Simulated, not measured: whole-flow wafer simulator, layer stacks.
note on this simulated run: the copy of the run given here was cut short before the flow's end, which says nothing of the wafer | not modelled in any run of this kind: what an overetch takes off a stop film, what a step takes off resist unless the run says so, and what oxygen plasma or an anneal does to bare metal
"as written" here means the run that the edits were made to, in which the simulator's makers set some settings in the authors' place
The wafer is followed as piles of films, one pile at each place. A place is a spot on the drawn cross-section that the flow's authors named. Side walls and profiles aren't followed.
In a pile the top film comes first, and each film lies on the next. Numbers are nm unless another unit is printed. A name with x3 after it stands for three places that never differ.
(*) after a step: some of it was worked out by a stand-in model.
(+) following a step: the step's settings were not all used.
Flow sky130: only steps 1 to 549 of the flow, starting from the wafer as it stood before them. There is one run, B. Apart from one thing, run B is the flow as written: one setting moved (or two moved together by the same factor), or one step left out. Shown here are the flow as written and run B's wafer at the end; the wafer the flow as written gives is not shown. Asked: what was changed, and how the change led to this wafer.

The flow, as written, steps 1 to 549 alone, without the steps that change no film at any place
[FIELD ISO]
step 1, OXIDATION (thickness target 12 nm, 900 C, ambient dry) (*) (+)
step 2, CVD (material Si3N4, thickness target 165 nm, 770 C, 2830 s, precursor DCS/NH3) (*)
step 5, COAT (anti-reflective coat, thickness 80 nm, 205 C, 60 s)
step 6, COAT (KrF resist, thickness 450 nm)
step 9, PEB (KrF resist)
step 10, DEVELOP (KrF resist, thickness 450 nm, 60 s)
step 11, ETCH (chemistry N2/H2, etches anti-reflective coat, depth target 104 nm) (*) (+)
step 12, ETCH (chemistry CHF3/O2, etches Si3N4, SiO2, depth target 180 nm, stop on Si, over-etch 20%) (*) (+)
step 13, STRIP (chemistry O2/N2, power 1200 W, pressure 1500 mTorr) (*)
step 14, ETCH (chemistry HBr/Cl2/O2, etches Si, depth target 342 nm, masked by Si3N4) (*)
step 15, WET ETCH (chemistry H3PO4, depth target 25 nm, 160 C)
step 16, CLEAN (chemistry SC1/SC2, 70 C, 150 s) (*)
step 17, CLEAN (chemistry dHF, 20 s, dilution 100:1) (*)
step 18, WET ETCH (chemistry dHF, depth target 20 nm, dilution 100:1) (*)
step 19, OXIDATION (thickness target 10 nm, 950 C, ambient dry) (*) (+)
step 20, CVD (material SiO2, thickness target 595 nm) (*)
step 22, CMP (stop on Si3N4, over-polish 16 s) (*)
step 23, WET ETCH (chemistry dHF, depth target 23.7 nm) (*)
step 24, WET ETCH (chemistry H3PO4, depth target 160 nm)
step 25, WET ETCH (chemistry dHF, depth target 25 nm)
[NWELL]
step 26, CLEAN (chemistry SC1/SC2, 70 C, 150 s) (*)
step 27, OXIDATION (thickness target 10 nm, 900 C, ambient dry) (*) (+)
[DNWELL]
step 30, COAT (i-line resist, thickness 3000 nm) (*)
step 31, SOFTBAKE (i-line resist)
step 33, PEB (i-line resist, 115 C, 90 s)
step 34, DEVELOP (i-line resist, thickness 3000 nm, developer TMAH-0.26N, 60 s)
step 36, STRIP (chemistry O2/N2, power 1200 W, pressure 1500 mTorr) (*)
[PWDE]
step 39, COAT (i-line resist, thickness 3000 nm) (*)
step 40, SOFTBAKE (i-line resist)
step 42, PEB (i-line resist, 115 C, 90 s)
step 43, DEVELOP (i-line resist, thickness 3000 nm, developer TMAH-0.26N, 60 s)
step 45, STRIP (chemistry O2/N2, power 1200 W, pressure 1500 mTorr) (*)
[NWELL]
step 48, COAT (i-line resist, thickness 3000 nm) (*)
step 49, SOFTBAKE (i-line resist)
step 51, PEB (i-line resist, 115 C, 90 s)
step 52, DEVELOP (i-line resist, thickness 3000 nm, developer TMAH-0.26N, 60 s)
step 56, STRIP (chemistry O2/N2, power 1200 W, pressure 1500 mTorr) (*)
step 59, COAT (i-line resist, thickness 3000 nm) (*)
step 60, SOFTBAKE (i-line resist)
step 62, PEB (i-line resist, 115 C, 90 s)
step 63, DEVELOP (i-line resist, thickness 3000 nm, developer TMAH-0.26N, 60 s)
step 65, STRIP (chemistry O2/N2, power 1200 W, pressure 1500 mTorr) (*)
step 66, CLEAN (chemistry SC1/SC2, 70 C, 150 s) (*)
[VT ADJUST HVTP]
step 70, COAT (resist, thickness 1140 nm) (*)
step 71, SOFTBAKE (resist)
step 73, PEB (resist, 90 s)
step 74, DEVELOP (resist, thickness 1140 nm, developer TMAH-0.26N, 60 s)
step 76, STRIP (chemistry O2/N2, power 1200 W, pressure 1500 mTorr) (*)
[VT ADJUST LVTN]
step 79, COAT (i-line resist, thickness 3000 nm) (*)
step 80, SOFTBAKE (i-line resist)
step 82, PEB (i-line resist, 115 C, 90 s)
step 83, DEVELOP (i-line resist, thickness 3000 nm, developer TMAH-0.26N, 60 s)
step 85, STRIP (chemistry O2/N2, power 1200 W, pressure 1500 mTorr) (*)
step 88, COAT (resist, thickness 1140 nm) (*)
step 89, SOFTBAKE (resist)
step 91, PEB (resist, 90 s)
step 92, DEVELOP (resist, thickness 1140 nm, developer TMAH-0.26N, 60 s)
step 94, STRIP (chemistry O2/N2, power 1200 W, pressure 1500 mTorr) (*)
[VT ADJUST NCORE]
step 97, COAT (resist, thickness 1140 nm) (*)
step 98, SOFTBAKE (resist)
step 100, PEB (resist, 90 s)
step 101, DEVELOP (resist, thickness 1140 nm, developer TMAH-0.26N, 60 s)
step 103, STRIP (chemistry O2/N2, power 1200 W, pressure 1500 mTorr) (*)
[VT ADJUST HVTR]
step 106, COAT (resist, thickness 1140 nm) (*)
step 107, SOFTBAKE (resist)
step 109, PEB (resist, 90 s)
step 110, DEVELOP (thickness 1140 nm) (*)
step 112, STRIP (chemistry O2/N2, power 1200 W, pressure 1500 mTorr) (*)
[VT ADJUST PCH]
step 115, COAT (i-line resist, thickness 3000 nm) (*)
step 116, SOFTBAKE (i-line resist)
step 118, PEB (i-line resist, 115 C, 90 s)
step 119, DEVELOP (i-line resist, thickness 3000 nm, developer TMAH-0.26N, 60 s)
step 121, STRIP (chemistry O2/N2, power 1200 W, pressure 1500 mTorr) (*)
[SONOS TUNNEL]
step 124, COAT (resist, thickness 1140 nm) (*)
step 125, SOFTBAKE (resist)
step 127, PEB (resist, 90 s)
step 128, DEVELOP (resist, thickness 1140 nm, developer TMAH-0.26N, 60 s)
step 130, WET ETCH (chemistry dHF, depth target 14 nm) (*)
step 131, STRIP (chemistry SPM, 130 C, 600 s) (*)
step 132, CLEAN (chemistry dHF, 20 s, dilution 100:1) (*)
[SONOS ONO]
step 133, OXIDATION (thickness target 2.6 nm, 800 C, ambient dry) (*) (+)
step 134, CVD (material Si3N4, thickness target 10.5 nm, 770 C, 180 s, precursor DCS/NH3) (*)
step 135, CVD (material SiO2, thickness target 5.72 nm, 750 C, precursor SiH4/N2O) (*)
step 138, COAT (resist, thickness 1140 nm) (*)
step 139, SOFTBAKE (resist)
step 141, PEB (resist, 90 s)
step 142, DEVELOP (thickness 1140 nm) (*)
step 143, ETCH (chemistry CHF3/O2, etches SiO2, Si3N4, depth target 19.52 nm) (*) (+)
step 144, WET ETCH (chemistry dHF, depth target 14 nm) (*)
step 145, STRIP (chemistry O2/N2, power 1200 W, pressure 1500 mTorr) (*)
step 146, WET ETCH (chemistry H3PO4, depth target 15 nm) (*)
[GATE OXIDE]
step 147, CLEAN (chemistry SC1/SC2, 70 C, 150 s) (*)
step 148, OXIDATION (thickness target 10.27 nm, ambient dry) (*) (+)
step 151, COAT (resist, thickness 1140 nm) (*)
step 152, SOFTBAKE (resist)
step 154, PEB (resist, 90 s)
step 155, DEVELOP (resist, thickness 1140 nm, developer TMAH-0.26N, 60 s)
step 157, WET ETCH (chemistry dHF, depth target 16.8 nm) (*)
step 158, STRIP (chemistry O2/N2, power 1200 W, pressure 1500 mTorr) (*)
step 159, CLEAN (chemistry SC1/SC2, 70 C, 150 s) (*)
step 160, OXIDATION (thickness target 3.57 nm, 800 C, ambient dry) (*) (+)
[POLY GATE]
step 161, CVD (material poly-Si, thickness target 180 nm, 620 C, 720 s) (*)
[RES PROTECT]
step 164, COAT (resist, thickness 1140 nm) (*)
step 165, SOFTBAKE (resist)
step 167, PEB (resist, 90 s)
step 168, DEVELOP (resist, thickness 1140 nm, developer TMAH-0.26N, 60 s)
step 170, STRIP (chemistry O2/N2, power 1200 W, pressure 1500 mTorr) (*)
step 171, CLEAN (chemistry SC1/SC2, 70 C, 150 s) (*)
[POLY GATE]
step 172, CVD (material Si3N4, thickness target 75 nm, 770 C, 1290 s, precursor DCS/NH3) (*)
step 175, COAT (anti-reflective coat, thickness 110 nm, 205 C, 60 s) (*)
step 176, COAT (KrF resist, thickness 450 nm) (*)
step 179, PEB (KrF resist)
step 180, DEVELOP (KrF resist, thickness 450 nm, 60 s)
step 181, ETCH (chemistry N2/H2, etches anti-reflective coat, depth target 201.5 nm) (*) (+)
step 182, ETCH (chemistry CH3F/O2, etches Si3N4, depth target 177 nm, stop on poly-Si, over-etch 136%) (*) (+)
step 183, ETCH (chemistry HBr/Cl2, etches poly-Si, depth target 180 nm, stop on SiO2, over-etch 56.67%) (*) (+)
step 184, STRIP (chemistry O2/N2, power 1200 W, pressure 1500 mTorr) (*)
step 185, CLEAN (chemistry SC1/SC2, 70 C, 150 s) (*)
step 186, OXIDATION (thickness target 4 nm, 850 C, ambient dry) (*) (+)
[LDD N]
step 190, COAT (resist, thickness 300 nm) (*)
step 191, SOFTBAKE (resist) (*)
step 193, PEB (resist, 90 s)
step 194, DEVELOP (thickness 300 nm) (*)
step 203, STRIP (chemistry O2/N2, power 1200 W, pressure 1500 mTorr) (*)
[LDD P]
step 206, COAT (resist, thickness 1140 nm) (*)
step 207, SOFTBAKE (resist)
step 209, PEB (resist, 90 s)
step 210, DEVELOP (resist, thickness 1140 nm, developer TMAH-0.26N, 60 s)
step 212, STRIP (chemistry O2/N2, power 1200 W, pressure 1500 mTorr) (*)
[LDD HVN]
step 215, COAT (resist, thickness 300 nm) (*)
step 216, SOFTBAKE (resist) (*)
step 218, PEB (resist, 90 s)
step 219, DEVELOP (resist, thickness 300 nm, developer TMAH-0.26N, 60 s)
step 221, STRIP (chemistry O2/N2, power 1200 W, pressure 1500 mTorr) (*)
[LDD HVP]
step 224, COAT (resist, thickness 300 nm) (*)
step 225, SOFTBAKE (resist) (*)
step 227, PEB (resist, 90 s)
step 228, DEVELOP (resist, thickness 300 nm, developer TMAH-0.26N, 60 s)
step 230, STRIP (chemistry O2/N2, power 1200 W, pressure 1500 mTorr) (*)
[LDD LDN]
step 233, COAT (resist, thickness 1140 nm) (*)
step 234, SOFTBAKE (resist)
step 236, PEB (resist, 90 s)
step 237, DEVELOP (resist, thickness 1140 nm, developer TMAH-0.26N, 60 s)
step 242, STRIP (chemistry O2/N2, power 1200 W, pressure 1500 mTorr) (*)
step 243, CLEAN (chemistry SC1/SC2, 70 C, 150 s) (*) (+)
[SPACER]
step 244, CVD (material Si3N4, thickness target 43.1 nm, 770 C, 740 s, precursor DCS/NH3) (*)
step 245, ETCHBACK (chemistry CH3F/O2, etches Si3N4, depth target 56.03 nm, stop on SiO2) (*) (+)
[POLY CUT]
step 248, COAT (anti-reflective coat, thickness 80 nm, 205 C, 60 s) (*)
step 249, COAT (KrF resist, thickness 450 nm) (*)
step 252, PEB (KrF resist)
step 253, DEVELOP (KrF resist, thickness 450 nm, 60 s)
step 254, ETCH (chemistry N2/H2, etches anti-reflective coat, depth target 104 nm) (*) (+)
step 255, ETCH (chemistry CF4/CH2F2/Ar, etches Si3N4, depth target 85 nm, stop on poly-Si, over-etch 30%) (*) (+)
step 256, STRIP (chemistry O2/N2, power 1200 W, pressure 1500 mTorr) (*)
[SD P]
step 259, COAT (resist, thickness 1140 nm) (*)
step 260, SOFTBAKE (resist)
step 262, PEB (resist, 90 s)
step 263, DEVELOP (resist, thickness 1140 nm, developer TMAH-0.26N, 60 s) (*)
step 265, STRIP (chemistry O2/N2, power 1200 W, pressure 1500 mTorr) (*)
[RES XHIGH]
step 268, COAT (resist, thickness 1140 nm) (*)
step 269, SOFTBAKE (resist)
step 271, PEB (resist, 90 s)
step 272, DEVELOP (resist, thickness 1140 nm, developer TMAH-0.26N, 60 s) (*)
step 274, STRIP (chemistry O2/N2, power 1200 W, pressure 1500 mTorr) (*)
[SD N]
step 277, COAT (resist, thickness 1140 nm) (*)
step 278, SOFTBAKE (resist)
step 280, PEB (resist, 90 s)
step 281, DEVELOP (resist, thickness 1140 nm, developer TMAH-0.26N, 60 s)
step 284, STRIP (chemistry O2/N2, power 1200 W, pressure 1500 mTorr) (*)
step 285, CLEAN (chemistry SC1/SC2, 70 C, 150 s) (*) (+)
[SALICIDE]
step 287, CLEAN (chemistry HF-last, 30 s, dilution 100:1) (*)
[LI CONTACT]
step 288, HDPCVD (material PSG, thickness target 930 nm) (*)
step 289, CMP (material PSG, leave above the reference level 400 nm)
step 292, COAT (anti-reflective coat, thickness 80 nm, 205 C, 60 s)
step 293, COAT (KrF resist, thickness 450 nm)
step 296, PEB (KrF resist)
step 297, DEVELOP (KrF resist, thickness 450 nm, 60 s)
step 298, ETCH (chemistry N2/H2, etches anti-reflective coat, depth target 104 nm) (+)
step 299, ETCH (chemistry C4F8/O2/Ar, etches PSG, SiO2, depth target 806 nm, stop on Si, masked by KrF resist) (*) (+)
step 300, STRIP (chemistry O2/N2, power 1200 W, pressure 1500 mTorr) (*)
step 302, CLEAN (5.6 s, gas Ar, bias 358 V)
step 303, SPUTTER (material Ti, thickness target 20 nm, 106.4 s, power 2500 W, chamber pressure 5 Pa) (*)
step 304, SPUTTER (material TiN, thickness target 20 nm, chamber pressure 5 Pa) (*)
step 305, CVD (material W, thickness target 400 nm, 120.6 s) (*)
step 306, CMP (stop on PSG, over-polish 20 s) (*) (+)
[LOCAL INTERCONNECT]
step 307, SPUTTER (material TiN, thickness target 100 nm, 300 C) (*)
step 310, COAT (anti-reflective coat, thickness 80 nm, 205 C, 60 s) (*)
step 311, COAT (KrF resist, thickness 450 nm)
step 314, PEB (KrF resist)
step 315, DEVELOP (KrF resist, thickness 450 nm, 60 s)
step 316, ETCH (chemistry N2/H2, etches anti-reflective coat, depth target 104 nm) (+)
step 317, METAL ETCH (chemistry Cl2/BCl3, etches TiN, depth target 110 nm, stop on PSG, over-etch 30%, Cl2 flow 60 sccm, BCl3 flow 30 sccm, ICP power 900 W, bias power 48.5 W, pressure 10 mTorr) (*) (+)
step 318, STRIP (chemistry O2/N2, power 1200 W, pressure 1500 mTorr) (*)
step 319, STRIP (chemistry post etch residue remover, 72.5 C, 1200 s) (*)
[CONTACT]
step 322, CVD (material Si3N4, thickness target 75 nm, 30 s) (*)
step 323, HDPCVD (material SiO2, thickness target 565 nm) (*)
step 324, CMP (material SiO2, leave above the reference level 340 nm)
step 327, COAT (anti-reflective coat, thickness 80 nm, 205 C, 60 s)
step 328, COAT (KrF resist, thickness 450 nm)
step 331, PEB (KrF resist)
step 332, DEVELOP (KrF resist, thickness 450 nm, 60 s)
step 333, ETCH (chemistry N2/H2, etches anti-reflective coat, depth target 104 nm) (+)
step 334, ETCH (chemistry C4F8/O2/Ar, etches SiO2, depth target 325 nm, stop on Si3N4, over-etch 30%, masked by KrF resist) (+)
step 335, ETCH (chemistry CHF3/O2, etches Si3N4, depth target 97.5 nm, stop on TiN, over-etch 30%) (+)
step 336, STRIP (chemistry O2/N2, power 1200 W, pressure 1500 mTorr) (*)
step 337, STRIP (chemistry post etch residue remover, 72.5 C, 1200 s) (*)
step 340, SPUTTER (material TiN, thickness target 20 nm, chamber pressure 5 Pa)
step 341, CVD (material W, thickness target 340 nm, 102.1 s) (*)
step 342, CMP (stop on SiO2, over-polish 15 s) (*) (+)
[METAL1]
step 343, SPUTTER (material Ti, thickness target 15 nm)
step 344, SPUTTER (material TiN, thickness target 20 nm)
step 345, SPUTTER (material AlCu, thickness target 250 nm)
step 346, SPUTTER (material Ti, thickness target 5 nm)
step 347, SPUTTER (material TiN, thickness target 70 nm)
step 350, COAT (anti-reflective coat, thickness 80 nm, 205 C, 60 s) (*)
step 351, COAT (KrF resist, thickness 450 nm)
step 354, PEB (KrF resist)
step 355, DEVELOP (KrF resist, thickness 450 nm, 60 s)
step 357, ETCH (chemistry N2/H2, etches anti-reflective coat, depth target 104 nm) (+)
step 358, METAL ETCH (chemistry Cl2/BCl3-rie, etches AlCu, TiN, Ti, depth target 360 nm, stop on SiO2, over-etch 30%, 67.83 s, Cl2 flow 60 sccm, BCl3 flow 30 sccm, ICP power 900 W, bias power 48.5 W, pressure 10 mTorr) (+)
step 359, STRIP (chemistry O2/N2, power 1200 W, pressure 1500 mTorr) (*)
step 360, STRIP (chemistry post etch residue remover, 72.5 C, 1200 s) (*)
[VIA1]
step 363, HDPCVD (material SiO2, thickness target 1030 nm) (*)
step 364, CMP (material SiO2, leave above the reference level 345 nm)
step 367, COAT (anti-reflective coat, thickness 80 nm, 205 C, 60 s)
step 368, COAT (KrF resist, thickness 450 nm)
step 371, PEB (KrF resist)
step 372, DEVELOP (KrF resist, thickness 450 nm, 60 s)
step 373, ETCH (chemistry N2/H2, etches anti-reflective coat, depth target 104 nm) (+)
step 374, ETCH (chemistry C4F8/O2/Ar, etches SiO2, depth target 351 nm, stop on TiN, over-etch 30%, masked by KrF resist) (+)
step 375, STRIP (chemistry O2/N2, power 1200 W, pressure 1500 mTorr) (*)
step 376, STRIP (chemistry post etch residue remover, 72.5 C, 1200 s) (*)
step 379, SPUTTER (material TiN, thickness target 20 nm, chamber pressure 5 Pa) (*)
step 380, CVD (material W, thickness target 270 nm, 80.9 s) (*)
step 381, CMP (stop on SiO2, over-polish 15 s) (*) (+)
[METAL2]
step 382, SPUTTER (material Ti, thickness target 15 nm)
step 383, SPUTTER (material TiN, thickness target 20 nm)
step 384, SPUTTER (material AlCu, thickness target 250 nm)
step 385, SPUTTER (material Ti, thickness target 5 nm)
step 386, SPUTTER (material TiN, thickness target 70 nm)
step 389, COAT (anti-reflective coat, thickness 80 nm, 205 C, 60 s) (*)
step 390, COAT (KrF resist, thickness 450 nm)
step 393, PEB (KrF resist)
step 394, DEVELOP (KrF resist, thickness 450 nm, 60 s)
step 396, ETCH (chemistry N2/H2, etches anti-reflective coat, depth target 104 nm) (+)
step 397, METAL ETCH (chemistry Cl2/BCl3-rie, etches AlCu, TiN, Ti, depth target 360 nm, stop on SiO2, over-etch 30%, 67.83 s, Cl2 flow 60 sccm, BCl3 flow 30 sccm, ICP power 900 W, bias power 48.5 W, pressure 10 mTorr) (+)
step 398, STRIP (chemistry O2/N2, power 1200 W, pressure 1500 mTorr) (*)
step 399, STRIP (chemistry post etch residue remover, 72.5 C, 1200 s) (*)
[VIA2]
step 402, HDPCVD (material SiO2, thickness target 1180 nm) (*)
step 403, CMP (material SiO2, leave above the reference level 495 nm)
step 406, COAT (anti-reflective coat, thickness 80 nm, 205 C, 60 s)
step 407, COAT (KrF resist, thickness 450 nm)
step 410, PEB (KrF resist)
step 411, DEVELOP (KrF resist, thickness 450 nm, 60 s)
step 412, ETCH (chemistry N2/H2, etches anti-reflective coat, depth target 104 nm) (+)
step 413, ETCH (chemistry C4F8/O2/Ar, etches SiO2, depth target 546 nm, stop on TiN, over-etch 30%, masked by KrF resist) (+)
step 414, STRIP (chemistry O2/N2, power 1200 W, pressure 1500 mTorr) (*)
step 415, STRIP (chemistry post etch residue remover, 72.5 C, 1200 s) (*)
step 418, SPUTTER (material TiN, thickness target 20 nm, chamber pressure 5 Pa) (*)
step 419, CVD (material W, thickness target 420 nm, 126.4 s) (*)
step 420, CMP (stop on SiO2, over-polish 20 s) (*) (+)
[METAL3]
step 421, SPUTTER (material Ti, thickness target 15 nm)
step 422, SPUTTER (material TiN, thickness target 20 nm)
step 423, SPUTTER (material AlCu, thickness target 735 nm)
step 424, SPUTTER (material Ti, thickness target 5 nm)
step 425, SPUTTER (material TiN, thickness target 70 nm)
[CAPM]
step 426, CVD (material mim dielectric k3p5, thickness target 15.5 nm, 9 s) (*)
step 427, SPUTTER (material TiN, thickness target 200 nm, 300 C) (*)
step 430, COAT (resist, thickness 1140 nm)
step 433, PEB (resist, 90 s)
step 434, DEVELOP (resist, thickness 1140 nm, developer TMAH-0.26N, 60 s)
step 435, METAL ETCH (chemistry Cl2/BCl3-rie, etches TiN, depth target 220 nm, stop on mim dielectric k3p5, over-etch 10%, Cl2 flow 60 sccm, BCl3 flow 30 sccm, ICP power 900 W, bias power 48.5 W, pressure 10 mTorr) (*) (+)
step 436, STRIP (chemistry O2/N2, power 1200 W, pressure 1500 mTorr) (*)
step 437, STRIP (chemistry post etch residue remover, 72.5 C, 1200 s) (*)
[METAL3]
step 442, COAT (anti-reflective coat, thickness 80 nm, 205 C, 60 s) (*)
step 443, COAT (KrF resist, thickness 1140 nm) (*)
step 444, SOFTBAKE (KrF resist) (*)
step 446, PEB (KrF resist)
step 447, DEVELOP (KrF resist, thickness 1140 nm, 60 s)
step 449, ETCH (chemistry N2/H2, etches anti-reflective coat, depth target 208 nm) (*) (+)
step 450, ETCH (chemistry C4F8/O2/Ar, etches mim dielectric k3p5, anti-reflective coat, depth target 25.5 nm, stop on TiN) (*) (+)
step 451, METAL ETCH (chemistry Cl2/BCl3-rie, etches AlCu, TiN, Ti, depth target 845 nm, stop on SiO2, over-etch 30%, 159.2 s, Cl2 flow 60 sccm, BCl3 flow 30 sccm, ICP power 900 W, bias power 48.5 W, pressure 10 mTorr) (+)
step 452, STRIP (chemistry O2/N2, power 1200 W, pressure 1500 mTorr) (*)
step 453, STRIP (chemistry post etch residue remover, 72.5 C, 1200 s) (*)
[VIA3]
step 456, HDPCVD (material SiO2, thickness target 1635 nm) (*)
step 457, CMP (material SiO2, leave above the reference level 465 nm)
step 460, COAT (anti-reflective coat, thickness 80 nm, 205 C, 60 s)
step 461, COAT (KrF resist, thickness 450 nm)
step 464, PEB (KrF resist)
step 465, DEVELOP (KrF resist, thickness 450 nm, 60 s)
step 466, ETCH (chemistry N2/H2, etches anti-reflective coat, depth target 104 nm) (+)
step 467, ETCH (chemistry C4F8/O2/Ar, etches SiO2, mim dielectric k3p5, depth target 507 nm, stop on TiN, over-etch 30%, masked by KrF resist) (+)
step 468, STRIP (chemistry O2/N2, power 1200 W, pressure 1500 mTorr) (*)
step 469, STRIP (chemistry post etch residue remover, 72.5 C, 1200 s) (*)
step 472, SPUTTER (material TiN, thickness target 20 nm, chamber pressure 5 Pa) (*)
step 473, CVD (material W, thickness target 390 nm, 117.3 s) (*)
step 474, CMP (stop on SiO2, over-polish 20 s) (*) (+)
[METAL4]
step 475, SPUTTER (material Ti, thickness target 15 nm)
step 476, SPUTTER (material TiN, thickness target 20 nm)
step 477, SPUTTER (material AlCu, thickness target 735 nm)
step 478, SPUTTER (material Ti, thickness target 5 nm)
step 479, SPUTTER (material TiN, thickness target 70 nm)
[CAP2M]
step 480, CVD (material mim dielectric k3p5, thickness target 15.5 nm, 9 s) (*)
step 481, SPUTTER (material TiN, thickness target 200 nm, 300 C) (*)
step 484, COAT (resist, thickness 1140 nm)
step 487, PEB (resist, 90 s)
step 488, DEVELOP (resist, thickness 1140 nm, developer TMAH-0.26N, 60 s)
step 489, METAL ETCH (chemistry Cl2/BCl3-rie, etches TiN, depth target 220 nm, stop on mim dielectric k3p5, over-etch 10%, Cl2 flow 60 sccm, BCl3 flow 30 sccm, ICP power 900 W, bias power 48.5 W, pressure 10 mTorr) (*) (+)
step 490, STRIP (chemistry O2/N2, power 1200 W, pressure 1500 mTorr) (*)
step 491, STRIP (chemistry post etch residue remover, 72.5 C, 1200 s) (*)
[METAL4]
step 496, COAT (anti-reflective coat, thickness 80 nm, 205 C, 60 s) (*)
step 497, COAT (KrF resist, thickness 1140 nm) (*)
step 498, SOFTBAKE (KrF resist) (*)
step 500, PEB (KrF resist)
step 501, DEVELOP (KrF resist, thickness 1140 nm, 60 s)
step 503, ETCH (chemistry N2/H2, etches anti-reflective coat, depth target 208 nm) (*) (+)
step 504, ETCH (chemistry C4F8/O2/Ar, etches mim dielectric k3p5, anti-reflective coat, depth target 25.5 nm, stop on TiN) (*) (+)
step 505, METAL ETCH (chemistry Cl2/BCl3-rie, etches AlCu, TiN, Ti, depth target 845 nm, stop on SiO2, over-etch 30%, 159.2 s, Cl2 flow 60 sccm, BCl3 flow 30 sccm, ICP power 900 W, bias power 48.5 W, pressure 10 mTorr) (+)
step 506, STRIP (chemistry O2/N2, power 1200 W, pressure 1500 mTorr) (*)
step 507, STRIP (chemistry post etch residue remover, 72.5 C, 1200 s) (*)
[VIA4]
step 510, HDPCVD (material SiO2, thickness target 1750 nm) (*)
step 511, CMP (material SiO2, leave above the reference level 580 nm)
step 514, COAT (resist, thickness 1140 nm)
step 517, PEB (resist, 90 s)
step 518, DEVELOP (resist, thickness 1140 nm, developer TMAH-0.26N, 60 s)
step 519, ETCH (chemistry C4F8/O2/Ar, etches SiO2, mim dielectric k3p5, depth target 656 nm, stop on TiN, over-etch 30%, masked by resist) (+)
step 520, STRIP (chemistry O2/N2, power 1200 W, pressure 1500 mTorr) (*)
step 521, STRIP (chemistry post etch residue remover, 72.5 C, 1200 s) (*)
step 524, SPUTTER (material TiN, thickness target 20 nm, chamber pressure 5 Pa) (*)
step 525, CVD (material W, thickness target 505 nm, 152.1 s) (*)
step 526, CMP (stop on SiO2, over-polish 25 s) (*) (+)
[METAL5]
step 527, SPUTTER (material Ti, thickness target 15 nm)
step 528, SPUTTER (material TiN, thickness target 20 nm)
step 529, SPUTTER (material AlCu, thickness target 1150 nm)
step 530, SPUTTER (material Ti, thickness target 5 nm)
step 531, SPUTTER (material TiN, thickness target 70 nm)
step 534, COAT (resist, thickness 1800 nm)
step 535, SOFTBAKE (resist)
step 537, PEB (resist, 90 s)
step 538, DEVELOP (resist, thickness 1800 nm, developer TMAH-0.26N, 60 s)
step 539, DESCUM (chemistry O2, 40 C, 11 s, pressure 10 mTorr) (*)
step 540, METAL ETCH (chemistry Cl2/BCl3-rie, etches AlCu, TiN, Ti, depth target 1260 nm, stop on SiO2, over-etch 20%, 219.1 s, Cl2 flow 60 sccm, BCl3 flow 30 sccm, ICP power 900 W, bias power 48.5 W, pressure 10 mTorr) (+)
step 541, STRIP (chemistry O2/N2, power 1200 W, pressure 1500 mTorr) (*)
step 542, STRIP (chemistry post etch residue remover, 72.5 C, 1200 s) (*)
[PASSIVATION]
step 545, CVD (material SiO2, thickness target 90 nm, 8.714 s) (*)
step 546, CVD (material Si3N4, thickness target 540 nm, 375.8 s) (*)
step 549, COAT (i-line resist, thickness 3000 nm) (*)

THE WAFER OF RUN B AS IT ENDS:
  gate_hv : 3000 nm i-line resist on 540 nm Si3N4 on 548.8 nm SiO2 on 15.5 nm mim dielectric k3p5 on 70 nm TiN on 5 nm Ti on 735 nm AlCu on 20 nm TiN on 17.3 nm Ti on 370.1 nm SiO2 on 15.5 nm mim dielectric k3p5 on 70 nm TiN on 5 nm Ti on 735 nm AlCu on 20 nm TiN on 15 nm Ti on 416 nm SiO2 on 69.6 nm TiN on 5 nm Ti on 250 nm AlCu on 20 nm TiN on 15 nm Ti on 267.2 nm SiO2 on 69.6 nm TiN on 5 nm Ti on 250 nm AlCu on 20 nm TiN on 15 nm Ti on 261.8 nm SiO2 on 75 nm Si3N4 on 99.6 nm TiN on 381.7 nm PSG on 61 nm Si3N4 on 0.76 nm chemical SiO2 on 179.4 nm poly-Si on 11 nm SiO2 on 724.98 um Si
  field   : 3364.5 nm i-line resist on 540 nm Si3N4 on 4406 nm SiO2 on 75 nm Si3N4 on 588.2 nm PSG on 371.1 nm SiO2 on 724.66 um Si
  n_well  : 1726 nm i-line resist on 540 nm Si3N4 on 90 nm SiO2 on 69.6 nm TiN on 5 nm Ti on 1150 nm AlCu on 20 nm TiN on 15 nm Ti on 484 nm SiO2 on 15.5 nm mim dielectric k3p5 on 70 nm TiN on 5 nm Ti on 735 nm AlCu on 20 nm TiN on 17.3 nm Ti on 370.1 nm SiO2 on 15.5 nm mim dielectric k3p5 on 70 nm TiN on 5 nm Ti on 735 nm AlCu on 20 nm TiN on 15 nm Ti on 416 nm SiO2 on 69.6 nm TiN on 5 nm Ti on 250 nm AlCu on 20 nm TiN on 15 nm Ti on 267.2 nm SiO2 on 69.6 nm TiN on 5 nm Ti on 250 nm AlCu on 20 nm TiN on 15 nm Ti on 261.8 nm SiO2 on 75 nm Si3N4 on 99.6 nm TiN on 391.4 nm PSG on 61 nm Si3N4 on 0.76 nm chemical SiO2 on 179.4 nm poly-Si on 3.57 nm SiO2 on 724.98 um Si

What caused this: step 475, SPUTTER: thickness target 17.3 nm was run, while the flow as written has thickness target 15 nm.
The wafer lets one read it off: gate_hv has Ti 17.3, and step 475 as written asks for 15 nm.

The path from the change to this, step by step:
  step 475, SPUTTER (material Ti, thickness target 15 nm)
      field, active, n_well and 189 more: Ti gains 17.3 (new film) (it would be, as written: Ti gains 15 (new film))
  step 505, METAL ETCH (chemistry Cl2/BCl3-rie, etches AlCu, TiN, Ti, depth target 845 nm, stop on SiO2, over-etch 30%, 159.2 s, Cl2 flow 60 sccm, BCl3 flow 30 sccm, ICP power 900 W, bias power 48.5 W, pressure 10 mTorr) (+)
      field, active, gate and 70 more: TiN loses 70 (all of it), Ti loses 5 (all of it), AlCu loses 735 (all of it), TiN loses 20 (all of it), Ti loses 17.3 (all of it), SiO2 loses 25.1 (it would be, as written: TiN loses 70 (all of it), Ti loses 5 (all of it), AlCu loses 735 (all of it), TiN loses 20 (all of it), Ti loses 15 (all of it), SiO2 loses 25.4)
      vpp_iso1, mim_edge_plate, m1_ln and 12 more: TiN loses 70 (all of it), Ti loses 5 (all of it), AlCu loses 735 (all of it), TiN loses 20 (all of it), Ti loses 17.3 (all of it), SiO2 loses 25.1 (it would be, as written: TiN loses 70 (all of it), Ti loses 5 (all of it), AlCu loses 735 (all of it), TiN loses 20 (all of it), Ti loses 15 (all of it), SiO2 loses 25.3)
